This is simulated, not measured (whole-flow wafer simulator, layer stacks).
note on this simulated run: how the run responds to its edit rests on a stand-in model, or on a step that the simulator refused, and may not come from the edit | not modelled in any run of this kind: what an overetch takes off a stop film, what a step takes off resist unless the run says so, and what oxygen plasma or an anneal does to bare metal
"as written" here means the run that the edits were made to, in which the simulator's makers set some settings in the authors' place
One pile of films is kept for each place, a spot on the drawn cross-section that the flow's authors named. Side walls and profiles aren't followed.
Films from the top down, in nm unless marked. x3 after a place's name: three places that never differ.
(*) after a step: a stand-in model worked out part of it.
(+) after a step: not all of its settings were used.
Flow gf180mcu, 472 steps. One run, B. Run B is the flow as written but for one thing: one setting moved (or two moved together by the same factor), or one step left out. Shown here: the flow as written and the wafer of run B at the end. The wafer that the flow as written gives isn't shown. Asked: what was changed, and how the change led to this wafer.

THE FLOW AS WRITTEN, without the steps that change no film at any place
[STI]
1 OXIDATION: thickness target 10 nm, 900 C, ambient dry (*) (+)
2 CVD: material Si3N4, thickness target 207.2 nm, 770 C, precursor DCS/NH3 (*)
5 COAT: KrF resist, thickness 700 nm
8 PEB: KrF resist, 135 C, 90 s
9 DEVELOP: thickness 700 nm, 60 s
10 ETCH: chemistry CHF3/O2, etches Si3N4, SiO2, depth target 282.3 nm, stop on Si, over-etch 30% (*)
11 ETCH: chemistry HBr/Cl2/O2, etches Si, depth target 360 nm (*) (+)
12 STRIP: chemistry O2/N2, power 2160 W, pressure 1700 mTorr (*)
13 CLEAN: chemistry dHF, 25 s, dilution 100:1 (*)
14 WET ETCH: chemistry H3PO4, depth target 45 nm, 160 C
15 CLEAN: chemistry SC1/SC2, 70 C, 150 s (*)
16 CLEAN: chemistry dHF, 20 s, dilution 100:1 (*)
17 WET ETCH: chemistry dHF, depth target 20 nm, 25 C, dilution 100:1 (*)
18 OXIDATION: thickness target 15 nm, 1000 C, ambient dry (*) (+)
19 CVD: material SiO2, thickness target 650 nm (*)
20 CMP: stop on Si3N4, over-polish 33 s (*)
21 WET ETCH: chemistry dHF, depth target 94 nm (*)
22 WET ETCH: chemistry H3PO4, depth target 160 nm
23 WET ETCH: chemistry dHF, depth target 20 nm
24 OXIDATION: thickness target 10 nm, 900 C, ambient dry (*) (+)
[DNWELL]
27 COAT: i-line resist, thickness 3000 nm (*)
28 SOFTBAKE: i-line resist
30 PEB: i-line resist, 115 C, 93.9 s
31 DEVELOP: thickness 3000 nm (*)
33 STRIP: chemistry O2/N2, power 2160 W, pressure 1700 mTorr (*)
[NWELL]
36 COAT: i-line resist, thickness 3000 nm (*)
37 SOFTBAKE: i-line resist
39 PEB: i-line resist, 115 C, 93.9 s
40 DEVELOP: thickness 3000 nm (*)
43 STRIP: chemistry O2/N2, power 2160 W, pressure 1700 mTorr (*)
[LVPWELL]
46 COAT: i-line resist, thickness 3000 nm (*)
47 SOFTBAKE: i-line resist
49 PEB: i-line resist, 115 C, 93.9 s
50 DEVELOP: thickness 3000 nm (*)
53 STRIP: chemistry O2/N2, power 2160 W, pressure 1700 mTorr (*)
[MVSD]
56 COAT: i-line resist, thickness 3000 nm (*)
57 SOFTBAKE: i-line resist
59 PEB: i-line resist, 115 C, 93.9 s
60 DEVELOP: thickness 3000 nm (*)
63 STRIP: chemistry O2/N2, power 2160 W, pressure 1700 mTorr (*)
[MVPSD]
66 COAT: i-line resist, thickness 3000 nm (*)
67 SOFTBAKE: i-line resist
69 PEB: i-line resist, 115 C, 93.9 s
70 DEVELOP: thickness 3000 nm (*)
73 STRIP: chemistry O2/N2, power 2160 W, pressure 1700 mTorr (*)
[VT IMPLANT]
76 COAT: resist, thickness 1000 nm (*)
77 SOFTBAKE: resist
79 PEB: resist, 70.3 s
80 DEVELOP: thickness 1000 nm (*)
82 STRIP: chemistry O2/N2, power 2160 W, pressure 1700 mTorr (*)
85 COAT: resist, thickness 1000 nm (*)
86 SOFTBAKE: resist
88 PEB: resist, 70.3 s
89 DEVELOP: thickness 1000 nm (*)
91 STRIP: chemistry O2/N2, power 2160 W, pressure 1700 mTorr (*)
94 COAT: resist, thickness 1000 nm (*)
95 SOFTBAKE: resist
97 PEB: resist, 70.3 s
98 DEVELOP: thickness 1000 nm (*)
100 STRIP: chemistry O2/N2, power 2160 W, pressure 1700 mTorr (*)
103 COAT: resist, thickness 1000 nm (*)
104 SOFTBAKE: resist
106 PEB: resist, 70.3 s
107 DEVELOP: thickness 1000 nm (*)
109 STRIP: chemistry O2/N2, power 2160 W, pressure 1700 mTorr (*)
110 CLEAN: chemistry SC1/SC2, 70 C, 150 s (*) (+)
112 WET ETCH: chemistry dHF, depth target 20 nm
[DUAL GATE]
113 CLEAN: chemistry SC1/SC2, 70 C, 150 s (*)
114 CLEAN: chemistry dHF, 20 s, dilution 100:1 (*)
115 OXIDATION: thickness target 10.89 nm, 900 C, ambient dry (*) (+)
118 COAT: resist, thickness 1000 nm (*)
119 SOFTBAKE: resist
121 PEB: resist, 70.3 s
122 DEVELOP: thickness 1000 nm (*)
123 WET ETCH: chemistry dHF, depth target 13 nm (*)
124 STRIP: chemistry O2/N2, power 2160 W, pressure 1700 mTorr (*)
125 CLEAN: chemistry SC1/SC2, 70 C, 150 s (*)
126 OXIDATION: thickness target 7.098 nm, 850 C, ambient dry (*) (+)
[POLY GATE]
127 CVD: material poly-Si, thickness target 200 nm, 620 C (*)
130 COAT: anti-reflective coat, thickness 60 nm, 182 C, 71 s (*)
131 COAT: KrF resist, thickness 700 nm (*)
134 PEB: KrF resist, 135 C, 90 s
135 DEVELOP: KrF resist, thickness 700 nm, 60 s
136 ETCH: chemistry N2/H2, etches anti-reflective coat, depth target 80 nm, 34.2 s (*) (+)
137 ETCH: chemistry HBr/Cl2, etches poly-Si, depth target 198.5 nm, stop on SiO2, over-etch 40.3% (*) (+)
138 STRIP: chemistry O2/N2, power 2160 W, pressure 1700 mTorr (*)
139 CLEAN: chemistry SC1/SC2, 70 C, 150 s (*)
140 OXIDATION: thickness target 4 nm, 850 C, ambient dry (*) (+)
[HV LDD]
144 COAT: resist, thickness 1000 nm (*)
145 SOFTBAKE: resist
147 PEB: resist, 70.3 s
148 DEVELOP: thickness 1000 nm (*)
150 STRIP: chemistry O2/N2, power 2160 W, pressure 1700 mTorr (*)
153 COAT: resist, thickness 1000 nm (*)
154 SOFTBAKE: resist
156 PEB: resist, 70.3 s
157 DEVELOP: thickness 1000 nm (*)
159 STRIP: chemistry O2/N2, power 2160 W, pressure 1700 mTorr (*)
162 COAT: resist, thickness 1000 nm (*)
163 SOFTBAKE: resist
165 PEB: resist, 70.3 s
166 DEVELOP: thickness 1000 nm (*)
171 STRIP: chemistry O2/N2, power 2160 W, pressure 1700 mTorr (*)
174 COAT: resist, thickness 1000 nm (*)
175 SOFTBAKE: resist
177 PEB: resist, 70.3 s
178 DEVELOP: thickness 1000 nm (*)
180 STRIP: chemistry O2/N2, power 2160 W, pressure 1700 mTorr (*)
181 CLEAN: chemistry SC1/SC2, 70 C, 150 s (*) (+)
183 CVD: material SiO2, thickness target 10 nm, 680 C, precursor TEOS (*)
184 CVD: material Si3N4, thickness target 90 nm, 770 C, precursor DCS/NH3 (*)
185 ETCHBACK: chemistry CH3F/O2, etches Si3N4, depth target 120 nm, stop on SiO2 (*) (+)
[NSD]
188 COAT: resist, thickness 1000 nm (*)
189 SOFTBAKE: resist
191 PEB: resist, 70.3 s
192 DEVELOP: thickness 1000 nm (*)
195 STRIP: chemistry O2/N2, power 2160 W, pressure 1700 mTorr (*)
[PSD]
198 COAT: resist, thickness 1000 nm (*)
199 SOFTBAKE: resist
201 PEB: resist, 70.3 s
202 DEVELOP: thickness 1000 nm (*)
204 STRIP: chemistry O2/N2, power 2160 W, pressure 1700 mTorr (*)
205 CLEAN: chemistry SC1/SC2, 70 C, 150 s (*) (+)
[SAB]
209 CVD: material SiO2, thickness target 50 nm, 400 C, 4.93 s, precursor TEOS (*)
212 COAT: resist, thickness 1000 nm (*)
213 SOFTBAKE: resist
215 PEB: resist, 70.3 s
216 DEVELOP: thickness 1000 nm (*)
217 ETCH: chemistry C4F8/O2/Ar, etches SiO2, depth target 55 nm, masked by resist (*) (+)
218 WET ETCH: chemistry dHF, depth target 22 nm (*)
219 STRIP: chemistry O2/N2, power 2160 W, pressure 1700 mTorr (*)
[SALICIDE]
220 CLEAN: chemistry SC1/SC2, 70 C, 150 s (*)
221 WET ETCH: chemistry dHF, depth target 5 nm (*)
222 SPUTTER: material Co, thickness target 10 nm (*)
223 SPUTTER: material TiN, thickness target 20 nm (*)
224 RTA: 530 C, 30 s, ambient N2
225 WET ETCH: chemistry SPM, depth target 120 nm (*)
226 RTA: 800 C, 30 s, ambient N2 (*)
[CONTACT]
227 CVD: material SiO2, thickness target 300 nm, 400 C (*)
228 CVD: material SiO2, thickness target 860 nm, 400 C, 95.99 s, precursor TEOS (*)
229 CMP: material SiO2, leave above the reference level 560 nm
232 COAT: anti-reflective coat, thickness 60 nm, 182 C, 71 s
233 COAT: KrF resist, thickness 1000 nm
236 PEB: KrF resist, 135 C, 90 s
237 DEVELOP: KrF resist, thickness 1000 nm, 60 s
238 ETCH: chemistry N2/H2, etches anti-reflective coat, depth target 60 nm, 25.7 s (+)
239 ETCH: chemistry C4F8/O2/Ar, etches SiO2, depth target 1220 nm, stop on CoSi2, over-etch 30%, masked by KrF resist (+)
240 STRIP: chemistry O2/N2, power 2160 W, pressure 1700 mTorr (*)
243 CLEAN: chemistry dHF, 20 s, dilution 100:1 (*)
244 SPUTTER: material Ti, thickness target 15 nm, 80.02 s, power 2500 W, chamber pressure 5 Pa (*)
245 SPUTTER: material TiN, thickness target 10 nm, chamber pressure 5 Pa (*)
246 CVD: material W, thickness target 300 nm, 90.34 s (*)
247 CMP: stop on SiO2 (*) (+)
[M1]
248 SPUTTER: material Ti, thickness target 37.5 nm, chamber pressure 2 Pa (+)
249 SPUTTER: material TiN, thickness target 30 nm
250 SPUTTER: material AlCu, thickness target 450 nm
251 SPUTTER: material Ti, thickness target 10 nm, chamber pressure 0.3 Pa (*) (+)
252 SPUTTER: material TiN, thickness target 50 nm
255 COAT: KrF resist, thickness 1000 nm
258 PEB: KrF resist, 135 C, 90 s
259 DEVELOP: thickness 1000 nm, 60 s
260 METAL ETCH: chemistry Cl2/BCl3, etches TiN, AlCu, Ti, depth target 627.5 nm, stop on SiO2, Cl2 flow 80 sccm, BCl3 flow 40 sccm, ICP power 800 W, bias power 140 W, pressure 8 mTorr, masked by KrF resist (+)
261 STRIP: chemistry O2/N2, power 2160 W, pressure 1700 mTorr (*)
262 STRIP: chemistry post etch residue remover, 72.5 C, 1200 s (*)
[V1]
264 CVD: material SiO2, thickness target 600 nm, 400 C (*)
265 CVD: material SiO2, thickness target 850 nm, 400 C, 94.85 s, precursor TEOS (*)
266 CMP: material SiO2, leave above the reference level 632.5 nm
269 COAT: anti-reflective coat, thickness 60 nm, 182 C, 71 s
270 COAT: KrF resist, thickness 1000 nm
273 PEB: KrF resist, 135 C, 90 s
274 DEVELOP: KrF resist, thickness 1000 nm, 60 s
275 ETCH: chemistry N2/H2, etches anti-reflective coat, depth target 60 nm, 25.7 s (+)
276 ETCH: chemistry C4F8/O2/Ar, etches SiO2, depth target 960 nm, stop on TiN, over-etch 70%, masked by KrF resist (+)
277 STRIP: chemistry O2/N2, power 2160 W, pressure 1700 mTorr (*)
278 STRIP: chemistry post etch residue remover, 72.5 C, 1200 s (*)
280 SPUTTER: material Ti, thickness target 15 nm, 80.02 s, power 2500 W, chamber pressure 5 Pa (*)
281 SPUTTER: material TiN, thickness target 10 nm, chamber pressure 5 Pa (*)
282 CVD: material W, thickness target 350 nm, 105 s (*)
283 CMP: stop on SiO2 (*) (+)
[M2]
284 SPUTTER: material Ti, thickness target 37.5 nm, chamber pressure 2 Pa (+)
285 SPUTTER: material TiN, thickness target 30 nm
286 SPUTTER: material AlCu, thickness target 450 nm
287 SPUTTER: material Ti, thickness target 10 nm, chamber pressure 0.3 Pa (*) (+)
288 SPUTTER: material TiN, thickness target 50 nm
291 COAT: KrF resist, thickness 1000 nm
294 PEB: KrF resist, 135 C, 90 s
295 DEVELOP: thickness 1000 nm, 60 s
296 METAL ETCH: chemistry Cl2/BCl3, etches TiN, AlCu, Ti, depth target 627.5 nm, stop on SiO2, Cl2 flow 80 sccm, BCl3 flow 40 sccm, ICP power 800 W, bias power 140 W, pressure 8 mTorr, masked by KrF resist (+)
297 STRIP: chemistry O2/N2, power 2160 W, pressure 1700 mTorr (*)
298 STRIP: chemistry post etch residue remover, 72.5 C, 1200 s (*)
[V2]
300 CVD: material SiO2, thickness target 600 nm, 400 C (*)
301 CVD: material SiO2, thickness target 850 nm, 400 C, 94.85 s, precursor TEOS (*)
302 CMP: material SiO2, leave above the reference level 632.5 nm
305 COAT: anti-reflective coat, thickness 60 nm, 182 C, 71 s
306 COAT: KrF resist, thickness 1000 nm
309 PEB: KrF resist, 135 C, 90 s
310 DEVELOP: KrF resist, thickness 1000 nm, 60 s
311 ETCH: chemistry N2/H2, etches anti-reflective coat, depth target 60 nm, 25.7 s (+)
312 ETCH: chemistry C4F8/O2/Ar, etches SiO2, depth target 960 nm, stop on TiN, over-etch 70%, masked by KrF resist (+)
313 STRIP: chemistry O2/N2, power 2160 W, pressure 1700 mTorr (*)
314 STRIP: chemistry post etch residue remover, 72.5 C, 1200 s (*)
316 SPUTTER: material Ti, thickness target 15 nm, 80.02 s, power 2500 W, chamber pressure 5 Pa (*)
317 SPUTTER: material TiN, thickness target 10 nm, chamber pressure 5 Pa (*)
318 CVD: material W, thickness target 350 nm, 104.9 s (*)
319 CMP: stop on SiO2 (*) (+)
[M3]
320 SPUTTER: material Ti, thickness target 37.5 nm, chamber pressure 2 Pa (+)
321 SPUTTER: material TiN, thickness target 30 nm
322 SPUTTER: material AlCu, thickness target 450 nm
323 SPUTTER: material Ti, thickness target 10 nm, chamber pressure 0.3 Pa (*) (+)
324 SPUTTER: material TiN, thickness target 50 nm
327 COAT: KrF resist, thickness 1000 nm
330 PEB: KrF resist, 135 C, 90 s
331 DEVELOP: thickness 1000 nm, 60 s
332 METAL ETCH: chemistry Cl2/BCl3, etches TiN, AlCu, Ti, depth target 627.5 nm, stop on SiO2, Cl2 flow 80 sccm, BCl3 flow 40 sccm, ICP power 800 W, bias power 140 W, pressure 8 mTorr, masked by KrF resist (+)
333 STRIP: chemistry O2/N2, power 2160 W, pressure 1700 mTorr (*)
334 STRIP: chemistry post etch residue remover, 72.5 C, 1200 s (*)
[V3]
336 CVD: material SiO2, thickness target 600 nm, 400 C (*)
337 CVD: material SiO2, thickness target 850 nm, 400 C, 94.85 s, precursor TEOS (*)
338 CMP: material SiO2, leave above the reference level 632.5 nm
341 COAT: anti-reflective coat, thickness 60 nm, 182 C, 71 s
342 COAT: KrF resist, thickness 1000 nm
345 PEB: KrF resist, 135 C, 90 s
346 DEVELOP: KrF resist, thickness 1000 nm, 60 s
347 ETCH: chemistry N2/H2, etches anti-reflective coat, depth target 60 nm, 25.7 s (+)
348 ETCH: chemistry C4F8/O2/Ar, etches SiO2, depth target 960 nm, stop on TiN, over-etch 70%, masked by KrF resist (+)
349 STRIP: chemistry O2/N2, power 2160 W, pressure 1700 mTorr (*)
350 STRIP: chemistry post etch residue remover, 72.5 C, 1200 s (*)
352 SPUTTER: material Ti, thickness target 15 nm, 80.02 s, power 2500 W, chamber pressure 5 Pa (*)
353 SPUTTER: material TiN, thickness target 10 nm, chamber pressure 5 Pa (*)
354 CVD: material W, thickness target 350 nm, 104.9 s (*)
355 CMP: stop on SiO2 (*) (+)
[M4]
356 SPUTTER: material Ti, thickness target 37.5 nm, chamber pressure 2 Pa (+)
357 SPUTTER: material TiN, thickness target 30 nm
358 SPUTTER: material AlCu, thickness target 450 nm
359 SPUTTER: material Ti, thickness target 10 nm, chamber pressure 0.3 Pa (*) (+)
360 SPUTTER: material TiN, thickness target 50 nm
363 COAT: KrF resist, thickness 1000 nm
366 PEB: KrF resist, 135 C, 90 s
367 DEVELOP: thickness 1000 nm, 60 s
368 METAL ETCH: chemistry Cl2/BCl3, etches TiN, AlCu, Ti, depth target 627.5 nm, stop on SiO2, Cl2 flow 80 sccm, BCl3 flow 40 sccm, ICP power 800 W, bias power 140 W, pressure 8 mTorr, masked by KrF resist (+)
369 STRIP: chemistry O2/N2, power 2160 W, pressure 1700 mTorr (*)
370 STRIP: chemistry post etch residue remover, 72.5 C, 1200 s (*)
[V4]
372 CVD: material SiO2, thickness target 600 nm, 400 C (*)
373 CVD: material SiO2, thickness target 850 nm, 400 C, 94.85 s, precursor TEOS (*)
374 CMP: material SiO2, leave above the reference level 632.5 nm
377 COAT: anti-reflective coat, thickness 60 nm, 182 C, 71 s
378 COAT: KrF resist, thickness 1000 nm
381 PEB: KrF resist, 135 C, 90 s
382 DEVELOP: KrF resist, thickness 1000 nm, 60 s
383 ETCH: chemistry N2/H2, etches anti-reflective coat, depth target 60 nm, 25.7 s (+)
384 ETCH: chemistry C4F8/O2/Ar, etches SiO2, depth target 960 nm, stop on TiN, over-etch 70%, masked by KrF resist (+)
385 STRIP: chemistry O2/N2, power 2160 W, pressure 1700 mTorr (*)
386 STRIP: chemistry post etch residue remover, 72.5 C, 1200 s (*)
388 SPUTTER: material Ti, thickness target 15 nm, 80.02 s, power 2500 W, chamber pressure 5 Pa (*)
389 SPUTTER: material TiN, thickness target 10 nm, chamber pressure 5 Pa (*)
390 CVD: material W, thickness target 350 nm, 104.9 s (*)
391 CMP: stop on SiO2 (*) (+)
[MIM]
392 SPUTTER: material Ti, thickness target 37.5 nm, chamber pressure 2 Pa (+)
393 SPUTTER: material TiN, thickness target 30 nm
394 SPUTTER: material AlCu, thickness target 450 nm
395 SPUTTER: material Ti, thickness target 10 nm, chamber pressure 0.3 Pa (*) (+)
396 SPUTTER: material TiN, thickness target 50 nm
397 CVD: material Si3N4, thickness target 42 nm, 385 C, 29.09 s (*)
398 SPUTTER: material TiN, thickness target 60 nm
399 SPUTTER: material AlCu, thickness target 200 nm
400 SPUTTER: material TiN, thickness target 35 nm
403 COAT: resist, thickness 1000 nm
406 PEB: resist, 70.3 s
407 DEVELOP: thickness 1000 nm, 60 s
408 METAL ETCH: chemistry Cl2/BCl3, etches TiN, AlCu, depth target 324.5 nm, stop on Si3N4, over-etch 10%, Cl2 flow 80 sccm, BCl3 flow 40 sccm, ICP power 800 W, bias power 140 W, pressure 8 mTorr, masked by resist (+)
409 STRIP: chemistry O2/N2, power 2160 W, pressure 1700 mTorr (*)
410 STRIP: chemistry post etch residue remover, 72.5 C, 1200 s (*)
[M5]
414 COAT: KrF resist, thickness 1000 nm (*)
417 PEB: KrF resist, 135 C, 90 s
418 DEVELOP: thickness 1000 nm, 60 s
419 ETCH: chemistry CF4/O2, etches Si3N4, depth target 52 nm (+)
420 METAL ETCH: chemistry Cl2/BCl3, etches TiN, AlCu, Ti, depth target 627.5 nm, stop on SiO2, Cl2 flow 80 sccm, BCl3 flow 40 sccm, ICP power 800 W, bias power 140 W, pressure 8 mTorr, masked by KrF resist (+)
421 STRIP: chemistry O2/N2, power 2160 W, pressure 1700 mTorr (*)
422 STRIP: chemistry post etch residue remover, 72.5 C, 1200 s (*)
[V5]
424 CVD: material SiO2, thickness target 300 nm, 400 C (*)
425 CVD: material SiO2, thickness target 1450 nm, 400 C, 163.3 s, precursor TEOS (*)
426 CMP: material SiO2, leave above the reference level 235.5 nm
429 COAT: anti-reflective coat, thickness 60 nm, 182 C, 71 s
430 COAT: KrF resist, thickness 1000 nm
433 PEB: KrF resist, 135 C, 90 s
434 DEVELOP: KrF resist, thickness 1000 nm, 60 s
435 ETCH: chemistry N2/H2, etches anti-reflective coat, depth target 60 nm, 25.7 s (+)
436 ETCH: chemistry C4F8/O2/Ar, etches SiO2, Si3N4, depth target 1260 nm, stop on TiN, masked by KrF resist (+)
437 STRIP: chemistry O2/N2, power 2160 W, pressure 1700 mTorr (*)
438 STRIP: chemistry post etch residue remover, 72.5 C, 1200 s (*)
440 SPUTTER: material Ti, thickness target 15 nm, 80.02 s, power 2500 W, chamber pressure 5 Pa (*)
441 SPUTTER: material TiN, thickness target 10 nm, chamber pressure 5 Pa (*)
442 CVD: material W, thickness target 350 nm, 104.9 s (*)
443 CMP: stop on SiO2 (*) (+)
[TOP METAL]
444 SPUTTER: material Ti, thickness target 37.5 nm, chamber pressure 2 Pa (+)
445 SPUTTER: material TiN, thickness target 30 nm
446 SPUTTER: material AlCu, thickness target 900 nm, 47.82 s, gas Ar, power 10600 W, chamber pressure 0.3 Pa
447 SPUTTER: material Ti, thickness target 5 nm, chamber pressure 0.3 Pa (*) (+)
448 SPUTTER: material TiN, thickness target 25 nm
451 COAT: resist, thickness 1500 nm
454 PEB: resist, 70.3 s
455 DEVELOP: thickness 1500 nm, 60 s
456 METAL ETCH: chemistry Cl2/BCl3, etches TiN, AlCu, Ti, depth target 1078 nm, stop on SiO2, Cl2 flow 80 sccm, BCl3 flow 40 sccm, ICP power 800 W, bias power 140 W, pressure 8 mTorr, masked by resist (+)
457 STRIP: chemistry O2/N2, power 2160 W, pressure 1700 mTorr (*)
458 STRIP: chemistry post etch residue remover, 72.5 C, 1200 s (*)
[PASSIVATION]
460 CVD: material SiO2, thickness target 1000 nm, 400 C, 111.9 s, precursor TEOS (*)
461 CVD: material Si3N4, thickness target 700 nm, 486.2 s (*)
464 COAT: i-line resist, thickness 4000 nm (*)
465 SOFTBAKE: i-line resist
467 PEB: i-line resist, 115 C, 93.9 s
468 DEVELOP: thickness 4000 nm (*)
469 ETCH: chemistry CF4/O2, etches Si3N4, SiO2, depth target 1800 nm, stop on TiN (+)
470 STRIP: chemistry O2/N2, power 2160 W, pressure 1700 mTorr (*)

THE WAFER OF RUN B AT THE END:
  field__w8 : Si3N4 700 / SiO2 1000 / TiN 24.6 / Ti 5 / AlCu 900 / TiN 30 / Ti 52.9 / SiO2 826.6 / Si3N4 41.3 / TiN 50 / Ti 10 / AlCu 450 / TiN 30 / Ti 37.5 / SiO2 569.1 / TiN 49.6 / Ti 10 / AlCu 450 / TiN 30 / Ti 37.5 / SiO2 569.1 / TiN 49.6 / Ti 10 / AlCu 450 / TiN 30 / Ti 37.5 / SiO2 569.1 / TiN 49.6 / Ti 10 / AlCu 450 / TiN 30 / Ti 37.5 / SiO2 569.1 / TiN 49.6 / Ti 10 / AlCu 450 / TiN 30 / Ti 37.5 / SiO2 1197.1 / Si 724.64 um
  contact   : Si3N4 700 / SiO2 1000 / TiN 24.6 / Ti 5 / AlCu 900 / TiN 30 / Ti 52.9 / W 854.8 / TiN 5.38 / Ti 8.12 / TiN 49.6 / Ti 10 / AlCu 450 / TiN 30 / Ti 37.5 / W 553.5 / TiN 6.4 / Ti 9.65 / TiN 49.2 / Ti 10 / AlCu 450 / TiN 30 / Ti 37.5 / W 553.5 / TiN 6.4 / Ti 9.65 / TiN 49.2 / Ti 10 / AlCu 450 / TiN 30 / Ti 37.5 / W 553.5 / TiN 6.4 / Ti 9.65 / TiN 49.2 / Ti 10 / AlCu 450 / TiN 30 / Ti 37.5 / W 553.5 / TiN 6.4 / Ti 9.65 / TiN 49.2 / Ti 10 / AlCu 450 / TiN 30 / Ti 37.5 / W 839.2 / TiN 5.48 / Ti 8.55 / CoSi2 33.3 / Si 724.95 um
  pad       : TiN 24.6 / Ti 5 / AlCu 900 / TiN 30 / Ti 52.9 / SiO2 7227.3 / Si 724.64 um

The cause: step 444, SPUTTER: thickness target 52.9 nm was run, where the flow has thickness target 37.5 nm.
It can be read off the wafer: field__w8 has Ti 52.9, and step 444 as written asks for 37.5 nm.

How the change led to this, step by step:
  444 SPUTTER: material Ti, thickness target 37.5 nm, chamber pressure 2 Pa (+)
      field, field__w1, field__w2 and 109 more: Ti +52.9 (new film) (as written it would be: Ti +37.5 (new film))
  456 METAL ETCH: chemistry Cl2/BCl3, etches TiN, AlCu, Ti, depth target 1078 nm, stop on SiO2, Cl2 flow 80 sccm, BCl3 flow 40 sccm, ICP power 800 W, bias power 140 W, pressure 8 mTorr, masked by resist (+)
      field, field__w1, field__w2 and 103 more: TiN -25 (all of it), Ti -5 (all of it), AlCu -900 (all of it), TiN -30 (all of it), Ti -52.9 (all of it) (as written it would be: TiN -25 (all of it), Ti -5 (all of it), AlCu -900 (all of it), TiN -30 (all of it), Ti -37.5 (all of it))
  465 SOFTBAKE: i-line resist
      gate: i-line resist -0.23 (as written it would be: i-line resist +1.79)
      ld_acc_p, ld_fp_p, ld_drift_p: i-line resist +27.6 (as written it would be: i-line resist +33.8)
      (and at 62 more places)
